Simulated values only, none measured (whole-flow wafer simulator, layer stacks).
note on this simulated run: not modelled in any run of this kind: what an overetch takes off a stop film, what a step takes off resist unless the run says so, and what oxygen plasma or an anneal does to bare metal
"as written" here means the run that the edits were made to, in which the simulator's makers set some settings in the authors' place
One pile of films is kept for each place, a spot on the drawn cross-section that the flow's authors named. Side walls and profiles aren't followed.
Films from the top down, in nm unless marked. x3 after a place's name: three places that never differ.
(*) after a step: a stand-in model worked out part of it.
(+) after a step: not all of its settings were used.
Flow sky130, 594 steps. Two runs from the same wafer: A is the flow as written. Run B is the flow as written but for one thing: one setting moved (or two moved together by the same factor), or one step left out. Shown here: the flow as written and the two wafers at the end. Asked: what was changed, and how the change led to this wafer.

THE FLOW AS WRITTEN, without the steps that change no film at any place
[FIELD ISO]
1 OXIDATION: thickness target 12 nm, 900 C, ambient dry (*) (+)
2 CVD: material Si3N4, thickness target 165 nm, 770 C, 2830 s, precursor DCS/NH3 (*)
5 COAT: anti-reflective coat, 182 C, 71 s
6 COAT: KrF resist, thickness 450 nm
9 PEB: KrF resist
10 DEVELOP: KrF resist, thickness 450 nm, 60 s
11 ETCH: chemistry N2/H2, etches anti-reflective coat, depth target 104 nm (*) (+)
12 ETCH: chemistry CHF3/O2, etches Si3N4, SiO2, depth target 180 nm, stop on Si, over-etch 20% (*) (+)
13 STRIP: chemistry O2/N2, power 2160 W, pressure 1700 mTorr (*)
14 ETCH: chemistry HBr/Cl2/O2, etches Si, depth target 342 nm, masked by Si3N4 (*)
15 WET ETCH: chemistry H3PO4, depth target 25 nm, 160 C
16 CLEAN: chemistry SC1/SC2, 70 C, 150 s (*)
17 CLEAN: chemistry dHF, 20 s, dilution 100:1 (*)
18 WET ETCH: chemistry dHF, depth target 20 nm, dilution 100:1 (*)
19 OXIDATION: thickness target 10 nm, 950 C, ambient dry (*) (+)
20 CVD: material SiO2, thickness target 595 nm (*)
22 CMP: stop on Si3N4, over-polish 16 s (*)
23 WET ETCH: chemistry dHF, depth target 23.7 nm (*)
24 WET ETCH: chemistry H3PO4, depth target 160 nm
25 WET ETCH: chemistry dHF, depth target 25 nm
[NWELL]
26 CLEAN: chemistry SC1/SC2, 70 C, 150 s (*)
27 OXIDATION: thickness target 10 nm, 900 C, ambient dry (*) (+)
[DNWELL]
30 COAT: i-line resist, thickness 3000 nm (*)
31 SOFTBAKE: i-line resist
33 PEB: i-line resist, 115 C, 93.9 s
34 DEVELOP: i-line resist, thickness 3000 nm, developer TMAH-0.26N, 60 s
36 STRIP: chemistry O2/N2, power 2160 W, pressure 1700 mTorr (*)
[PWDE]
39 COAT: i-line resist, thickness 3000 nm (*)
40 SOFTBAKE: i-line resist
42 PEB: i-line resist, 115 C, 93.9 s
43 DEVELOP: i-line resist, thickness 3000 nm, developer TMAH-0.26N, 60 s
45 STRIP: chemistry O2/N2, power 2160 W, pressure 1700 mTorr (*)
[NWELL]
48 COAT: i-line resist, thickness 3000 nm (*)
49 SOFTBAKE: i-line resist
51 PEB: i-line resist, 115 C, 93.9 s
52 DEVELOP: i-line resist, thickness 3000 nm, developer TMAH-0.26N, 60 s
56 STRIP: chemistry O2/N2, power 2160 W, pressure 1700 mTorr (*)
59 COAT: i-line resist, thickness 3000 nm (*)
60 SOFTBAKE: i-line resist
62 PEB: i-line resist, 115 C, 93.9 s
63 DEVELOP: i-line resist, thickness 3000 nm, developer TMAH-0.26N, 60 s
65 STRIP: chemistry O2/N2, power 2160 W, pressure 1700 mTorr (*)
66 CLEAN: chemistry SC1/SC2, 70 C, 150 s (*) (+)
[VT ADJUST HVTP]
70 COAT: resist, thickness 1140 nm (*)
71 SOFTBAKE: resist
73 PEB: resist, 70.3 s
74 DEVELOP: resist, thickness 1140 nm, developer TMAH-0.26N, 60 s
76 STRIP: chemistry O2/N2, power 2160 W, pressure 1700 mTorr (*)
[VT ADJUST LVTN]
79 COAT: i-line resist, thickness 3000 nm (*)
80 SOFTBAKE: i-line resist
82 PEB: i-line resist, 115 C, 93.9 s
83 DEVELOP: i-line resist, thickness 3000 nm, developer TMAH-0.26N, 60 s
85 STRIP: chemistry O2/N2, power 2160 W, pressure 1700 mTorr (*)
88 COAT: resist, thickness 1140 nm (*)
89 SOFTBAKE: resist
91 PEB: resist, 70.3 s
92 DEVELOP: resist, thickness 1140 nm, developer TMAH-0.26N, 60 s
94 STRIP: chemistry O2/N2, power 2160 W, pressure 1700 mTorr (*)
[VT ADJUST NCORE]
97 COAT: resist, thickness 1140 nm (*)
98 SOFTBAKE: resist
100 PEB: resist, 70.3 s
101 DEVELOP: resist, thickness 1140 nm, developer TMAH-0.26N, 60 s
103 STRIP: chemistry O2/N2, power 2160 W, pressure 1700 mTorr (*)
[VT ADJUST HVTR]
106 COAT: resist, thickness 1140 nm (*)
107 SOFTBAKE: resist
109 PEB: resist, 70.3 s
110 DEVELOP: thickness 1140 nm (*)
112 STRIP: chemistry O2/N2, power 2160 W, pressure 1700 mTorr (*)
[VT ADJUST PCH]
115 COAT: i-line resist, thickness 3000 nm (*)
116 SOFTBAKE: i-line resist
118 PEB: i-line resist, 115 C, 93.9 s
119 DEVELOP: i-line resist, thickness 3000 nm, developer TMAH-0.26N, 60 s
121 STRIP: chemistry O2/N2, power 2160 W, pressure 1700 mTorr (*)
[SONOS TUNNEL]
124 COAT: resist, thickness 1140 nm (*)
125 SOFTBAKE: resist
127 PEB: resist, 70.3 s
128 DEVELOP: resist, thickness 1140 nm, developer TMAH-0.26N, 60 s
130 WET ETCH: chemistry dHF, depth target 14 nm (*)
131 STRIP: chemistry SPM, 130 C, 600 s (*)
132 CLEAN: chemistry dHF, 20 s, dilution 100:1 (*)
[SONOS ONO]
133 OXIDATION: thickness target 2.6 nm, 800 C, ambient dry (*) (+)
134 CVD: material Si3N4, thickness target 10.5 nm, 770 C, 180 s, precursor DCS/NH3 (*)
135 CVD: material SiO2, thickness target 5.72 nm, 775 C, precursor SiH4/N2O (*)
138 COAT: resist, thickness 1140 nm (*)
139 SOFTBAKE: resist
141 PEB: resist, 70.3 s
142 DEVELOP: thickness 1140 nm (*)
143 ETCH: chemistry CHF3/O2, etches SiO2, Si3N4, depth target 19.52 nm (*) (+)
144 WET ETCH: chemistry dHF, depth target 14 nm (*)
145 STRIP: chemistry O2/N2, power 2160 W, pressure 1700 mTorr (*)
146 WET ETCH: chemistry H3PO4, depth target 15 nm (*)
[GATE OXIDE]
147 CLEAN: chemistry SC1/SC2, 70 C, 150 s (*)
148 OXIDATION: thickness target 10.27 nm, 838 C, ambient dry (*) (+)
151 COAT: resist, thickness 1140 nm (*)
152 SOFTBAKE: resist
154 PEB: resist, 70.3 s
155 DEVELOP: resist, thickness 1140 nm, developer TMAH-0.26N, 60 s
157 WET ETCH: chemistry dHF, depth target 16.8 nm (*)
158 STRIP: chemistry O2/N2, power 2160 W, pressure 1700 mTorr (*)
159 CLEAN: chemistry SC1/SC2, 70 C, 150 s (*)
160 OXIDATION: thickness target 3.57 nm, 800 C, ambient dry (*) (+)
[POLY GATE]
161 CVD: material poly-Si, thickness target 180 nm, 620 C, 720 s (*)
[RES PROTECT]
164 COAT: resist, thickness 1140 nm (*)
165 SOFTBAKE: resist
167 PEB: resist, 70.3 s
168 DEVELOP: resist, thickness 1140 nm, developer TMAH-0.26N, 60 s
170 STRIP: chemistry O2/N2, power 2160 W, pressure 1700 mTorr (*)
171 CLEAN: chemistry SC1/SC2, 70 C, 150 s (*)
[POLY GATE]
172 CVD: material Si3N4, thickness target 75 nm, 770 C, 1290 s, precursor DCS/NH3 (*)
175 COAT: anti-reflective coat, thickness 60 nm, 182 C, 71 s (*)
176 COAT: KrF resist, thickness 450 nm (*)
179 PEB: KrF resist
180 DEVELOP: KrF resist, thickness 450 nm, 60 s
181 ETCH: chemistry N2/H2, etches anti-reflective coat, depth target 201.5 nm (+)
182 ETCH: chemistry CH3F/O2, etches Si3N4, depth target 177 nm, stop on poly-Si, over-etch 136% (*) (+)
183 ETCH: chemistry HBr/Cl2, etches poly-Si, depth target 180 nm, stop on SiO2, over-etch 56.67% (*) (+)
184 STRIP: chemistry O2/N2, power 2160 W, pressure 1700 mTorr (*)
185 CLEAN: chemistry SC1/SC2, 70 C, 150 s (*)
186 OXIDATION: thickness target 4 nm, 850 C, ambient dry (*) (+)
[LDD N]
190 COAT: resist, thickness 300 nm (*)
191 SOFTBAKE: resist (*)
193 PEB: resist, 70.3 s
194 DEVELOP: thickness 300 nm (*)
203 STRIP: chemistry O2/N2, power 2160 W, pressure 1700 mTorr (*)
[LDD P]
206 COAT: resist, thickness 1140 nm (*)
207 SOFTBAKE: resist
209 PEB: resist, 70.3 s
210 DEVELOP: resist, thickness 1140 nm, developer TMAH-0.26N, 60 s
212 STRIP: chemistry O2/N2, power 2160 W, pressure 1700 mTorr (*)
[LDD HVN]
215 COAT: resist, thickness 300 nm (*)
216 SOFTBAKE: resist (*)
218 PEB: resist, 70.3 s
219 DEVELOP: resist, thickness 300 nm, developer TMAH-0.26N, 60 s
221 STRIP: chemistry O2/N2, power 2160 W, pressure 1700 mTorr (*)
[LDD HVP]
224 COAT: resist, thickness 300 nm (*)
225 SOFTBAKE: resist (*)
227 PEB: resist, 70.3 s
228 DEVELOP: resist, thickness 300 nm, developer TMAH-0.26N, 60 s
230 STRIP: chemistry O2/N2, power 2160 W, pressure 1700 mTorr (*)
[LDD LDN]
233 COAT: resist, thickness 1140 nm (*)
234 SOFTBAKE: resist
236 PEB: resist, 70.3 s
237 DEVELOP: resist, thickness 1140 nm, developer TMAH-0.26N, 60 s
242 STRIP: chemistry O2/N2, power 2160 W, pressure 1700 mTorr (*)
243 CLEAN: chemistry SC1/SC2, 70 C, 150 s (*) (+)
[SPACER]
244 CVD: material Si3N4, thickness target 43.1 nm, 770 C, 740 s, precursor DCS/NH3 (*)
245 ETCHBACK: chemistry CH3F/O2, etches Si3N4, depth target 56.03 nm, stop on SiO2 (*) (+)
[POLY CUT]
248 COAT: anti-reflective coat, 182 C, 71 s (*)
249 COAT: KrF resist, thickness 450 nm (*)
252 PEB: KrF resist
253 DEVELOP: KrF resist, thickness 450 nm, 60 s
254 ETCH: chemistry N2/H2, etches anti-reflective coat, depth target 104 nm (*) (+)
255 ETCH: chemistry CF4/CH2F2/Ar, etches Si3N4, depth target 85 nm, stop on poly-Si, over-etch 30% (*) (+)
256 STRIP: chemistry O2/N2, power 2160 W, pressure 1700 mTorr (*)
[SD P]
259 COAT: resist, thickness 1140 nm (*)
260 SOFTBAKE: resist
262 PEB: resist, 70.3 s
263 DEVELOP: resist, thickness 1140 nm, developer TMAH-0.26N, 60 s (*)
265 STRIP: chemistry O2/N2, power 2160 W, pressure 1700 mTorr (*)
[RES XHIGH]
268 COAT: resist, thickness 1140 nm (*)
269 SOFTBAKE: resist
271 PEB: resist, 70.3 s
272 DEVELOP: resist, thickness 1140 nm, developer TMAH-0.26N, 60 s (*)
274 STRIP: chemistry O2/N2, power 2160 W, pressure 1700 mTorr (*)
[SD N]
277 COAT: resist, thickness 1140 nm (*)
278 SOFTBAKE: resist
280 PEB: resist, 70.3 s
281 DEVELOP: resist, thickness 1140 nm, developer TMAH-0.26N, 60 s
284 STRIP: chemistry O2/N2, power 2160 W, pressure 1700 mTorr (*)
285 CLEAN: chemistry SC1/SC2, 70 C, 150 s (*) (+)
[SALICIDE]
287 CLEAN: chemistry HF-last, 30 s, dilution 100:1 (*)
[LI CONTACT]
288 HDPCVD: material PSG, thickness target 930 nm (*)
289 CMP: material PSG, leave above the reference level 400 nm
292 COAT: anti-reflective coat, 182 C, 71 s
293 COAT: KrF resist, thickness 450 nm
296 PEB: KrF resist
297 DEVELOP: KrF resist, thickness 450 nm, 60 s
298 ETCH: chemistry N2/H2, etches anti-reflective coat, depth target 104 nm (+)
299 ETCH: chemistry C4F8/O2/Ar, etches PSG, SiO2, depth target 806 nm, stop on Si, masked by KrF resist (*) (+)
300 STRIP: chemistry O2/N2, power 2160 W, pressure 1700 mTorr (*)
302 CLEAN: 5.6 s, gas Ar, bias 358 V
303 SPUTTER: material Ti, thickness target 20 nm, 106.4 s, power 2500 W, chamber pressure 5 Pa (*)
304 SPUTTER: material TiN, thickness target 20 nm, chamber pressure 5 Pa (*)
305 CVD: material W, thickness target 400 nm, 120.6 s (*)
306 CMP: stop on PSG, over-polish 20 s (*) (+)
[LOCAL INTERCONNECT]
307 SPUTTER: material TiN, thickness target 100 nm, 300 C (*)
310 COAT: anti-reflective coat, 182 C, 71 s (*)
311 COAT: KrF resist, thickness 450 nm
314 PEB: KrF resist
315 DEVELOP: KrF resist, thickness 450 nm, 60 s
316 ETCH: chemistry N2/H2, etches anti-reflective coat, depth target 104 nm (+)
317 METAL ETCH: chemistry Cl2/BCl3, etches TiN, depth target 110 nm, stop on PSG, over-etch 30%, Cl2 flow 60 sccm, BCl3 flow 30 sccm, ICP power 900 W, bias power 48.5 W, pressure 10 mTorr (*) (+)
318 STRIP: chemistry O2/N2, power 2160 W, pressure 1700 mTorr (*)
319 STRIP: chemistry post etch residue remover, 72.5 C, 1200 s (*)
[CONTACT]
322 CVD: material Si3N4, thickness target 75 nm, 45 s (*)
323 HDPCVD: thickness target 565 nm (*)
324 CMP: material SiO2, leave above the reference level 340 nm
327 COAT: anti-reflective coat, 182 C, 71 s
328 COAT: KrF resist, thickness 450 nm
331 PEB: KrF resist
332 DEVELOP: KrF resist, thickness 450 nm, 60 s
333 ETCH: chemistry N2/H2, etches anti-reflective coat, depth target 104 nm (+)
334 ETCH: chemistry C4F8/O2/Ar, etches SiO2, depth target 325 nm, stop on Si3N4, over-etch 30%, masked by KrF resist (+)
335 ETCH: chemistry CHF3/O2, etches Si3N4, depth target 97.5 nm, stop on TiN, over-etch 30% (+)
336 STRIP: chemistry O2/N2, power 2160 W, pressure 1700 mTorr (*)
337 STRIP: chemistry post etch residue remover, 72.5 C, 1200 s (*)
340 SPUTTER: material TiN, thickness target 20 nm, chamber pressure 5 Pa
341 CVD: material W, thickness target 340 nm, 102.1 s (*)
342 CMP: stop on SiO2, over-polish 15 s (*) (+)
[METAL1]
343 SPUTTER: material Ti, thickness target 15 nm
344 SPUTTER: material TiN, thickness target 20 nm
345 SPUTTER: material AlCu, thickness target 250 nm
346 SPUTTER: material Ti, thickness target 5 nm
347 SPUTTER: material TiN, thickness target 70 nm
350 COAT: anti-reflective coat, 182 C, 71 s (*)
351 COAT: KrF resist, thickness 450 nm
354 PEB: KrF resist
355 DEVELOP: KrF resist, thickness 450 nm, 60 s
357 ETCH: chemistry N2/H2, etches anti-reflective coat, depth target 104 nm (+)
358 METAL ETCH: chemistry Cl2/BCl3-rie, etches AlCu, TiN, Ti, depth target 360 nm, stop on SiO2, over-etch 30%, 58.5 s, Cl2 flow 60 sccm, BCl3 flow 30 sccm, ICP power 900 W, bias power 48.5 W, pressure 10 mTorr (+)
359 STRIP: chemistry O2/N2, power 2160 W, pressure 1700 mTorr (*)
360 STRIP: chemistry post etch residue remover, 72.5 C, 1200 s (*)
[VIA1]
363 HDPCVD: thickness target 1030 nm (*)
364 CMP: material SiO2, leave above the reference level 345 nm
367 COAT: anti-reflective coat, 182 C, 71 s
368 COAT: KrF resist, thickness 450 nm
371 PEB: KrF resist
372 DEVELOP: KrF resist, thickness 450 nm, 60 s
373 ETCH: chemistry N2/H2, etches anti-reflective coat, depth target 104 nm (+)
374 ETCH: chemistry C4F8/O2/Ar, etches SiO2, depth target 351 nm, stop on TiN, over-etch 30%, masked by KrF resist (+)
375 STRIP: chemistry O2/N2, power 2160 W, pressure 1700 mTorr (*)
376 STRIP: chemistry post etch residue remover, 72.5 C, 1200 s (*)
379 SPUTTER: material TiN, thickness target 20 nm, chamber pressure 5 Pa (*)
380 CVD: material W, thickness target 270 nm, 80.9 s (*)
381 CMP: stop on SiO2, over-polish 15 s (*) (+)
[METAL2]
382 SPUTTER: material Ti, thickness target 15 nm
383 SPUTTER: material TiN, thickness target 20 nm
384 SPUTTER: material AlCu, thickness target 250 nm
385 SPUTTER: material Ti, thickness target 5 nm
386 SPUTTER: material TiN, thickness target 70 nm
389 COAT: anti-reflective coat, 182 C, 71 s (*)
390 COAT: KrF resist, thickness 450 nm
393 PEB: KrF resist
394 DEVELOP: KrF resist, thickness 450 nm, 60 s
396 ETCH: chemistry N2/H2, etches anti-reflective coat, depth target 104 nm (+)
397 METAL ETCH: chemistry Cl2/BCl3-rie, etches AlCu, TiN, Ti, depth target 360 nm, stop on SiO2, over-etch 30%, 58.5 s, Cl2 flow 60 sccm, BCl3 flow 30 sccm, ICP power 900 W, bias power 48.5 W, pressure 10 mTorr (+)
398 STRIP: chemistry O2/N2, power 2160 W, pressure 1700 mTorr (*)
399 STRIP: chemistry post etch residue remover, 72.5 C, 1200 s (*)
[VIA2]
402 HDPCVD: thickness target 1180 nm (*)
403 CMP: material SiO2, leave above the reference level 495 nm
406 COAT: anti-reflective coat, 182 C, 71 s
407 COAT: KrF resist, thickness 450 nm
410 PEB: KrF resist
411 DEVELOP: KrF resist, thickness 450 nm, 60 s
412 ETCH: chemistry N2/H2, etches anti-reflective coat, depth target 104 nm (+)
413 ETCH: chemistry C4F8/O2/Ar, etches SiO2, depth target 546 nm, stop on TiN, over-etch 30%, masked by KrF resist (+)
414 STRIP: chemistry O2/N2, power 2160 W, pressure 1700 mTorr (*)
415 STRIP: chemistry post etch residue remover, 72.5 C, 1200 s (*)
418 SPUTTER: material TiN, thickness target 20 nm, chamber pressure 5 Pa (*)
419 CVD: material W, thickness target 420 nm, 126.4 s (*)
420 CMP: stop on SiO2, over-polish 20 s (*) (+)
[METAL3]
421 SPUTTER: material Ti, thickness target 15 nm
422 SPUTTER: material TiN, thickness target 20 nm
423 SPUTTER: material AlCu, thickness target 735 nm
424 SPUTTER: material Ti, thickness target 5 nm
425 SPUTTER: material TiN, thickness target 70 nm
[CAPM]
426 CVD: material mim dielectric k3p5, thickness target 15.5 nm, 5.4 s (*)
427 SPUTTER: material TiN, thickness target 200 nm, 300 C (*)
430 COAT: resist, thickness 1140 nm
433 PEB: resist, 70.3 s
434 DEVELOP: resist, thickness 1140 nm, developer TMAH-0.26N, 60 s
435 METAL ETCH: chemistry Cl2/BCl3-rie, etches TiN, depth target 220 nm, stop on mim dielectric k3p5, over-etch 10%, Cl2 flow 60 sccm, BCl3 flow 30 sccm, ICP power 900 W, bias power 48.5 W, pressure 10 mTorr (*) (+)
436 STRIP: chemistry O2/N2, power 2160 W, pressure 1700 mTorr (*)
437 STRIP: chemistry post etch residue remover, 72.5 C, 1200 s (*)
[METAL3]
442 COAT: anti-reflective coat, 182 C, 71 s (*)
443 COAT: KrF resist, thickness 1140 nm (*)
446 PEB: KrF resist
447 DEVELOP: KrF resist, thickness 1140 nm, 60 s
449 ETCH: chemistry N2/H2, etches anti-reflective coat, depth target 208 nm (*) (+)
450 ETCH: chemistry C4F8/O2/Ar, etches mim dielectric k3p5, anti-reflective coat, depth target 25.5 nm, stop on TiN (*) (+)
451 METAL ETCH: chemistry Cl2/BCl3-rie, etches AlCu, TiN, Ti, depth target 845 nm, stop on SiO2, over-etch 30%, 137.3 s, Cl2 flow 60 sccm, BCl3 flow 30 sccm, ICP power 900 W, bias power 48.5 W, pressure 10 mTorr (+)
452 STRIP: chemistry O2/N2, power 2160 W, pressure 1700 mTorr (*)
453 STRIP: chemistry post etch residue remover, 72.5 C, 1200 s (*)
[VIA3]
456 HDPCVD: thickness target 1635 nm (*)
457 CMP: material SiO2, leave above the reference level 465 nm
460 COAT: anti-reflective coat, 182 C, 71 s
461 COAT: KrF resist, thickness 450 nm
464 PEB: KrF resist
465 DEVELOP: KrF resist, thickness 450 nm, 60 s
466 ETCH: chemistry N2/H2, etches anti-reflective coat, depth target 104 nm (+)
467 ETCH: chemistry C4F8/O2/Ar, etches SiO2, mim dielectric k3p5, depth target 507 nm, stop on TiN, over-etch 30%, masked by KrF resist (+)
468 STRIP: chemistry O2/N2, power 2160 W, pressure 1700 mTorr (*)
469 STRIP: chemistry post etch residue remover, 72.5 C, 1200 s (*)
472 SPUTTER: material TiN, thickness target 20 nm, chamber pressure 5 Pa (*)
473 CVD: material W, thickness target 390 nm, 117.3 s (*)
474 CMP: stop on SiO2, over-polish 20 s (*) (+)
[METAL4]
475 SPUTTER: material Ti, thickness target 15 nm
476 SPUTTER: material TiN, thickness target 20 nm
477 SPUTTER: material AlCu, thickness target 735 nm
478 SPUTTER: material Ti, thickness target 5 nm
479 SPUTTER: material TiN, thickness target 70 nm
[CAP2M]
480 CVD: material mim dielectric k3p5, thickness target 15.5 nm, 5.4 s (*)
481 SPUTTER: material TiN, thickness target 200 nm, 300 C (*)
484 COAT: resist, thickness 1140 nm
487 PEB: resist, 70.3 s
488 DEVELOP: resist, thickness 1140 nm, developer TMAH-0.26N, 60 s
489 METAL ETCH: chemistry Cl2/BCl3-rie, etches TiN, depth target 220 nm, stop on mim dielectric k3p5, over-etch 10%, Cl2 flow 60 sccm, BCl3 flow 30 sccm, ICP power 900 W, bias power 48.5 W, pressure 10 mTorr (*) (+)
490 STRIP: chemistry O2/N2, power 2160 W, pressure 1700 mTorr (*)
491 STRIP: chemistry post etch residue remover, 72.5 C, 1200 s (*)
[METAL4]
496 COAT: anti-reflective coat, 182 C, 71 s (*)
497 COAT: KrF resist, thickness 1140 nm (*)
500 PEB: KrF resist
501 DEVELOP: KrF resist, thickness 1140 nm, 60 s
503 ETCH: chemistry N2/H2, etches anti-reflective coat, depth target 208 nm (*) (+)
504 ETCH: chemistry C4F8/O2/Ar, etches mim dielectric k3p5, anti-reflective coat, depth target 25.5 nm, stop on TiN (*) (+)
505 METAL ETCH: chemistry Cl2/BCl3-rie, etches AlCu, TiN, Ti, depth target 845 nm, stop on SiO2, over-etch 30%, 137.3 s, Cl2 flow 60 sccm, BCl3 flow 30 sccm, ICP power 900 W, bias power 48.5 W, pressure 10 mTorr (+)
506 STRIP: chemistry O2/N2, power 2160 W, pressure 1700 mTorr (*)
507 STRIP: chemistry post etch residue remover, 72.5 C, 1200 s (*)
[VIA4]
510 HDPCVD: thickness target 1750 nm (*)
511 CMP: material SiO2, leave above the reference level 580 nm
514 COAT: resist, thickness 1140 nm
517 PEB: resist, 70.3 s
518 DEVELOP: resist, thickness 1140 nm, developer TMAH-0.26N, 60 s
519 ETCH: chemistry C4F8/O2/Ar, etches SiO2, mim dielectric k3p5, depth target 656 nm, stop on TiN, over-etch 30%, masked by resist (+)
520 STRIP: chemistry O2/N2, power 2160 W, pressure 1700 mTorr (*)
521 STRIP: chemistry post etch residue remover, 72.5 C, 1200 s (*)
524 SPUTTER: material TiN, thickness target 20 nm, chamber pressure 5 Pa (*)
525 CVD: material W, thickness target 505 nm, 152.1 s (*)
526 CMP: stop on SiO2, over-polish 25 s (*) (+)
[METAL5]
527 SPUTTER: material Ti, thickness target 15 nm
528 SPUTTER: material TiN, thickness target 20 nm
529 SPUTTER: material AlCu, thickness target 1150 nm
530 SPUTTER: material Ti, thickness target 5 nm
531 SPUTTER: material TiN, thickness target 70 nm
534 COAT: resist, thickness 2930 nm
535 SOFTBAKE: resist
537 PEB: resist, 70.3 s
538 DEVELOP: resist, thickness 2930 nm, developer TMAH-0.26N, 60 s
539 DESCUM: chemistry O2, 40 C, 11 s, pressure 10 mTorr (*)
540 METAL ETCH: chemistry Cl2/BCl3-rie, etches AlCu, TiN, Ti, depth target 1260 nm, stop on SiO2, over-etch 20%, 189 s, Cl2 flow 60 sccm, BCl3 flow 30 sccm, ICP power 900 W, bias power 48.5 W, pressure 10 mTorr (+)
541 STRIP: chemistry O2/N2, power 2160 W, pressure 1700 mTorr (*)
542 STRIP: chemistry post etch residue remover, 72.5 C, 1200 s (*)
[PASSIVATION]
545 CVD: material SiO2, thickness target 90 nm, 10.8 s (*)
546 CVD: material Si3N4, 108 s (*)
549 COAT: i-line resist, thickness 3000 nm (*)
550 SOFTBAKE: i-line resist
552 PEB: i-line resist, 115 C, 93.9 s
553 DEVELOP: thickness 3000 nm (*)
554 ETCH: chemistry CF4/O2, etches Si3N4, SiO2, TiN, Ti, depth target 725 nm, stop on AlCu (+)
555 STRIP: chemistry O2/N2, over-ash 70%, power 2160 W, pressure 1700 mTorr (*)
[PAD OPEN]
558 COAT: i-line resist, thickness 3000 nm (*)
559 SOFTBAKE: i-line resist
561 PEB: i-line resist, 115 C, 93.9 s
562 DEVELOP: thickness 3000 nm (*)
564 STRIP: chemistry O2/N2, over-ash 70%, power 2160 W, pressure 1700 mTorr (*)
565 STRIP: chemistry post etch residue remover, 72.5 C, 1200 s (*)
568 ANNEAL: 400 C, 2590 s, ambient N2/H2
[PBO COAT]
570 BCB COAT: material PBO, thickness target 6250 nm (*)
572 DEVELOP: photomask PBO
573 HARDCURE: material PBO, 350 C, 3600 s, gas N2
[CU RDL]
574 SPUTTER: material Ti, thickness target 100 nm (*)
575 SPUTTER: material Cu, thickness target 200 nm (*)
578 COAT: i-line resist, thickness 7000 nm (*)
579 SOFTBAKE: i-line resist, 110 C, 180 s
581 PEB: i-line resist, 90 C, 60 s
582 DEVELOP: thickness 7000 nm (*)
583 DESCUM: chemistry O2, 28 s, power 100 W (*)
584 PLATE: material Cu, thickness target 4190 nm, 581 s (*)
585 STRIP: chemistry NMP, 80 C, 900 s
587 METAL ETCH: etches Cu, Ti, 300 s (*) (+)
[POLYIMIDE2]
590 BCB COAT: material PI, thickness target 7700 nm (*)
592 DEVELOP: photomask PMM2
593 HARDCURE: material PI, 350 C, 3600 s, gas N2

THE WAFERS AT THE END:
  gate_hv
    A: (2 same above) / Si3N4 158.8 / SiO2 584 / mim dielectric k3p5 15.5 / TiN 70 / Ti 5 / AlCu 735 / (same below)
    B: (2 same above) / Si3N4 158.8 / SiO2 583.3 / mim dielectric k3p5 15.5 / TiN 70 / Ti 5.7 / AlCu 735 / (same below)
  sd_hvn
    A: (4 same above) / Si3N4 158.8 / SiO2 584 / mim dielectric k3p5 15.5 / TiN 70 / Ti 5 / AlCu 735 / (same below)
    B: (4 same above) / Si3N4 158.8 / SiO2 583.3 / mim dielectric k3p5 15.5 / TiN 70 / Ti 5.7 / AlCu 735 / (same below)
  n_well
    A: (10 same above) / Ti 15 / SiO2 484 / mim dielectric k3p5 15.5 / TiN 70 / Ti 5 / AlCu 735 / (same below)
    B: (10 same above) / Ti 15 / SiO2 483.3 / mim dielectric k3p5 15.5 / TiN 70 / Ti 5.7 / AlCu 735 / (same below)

The cause: step 478, SPUTTER: thickness target 5.7 nm was run, where the flow has thickness target 5 nm.
It can be read off the wafer: gate_hv has Ti 5.7, and step 478 as written asks for 5 nm.

How the change led to this, step by step:
  478 SPUTTER: material Ti, thickness target 5 nm
      field, active, n_well and 189 more: A Ti +5 (new film) | B Ti +5.7 (new film)
  505 METAL ETCH: chemistry Cl2/BCl3-rie, etches AlCu, TiN, Ti, depth target 845 nm, stop on SiO2, over-etch 30%, 137.3 s, Cl2 flow 60 sccm, BCl3 flow 30 sccm, ICP power 900 W, bias power 48.5 W, pressure 10 mTorr (+)
      field, gate, spacer and 68 more: A TiN -70 (all of it), Ti -5 (all of it), AlCu -735 (all of it), TiN -20 (all of it), Ti -15 (all of it), SiO2 -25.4 | B TiN -70 (all of it), Ti -5.7 (all of it), AlCu -735 (all of it), TiN -20 (all of it), Ti -15 (all of it), SiO2 -25.3
      active, vpp_iso1, mim_edge_plate and 14 more: A TiN -70 (all of it), Ti -5 (all of it), AlCu -735 (all of it), TiN -20 (all of it), Ti -15 (all of it), SiO2 -25.3 | B TiN -70 (all of it), Ti -5.7 (all of it), AlCu -735 (all of it), TiN -20 (all of it), Ti -15 (all of it), SiO2 -25.3
